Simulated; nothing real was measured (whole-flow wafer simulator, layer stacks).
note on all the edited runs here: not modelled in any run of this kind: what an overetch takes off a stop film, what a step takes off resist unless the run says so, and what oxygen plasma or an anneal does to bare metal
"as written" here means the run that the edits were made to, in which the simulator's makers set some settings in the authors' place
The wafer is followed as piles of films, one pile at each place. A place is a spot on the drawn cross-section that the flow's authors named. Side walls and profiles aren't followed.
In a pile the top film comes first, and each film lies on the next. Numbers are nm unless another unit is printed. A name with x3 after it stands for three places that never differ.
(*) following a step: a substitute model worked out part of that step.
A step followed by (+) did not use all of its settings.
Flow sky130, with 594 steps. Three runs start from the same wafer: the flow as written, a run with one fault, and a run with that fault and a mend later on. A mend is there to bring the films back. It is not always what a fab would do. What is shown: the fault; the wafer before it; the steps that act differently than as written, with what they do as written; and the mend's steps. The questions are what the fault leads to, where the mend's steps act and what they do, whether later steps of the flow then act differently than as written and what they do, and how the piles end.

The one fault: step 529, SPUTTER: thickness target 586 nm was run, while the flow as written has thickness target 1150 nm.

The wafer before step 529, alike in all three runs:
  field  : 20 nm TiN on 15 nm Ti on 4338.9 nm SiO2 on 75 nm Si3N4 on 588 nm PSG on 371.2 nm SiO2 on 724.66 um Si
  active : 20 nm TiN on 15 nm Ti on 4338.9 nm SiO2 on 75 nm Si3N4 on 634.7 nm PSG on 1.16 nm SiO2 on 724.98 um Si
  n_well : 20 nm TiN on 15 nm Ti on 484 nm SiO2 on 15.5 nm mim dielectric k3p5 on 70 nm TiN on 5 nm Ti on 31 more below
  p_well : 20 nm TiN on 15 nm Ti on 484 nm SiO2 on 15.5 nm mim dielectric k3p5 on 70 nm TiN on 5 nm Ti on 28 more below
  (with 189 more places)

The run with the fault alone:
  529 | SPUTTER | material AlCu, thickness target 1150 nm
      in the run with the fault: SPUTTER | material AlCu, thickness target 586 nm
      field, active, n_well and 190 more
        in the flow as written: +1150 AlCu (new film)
        in the run with the fault: +586 AlCu (new film)
  Later steps of the flow acting differently than as written (2 more steps, not shown, differ only slightly: by at most 2% or 0.5 nm, whichever is larger):
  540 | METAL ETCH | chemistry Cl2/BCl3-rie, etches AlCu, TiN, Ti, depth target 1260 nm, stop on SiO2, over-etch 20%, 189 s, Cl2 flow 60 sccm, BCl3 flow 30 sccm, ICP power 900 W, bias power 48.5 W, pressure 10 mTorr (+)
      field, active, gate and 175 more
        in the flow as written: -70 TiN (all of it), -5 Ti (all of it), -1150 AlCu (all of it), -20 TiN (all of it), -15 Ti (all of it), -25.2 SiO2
        in the run with the fault: -70 TiN (all of it), -5 Ti (all of it), -586 AlCu (all of it), -20 TiN (all of it), -15 Ti (all of it), -81.6 SiO2
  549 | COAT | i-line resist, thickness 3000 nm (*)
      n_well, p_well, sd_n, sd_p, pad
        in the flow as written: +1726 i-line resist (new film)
        in the run with the fault: +2229.5 i-line resist (new film)
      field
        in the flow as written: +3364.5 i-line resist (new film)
        in the run with the fault: +3216.2 i-line resist (new film)
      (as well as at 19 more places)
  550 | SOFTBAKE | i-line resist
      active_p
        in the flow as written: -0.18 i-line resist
        in the run with the fault: +0.63 i-line resist
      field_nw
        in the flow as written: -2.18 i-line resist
        in the run with the fault: +0.82 i-line resist
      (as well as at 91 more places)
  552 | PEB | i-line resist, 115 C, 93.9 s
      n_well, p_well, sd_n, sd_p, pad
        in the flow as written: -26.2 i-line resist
        in the run with the fault: -34.8 i-line resist
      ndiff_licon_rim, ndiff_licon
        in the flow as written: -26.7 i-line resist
        in the run with the fault: -35.1 i-line resist
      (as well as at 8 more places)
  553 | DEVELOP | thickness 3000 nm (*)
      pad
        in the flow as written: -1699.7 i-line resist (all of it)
        in the run with the fault: -2194.6 i-line resist (all of it)
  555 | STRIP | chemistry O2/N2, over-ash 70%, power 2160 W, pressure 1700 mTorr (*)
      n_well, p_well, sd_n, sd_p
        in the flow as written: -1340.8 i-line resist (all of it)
        in the run with the fault: -1835.7 i-line resist (all of it)
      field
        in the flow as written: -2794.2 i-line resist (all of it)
        in the run with the fault: -2705.8 i-line resist (all of it)
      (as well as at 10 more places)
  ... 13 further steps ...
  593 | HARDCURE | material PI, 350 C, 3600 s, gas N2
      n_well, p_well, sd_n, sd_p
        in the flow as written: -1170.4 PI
        in the run with the fault: -1206.2 PI
  At n_well, p_well, gate_hv and 108 more, the piles at the end differ from the flow's by more than 2% or 0.5 nm, whichever is larger.
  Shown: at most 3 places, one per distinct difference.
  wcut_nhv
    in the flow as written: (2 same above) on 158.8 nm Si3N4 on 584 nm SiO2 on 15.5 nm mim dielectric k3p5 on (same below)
    in the run with the fault: (2 same above) on 158.8 nm Si3N4 on 527.6 nm SiO2 on 15.5 nm mim dielectric k3p5 on (same below)
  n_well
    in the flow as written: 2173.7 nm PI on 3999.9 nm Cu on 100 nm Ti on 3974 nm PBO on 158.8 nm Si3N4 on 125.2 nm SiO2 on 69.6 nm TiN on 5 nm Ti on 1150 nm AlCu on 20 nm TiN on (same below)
    in the run with the fault: 2240 nm PI on 3999.9 nm Cu on 100 nm Ti on 4379.4 nm PBO on 158.8 nm Si3N4 on 125.2 nm SiO2 on 69.6 nm TiN on 5 nm Ti on 586 nm AlCu on 20 nm TiN on (same below)
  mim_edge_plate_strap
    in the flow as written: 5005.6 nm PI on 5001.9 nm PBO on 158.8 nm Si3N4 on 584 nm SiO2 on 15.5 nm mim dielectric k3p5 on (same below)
    in the run with the fault: 5005.9 nm PI on 5001.1 nm PBO on 158.8 nm Si3N4 on 527.6 nm SiO2 on 15.5 nm mim dielectric k3p5 on (same below)

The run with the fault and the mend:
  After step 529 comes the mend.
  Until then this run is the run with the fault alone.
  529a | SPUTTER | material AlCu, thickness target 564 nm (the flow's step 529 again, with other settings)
      field, active, n_well and 190 more
        +564 AlCu
  Later steps of the flow that are run all act as written at every place that is followed.
  At every place that both follow, the piles at the end match the flow's.
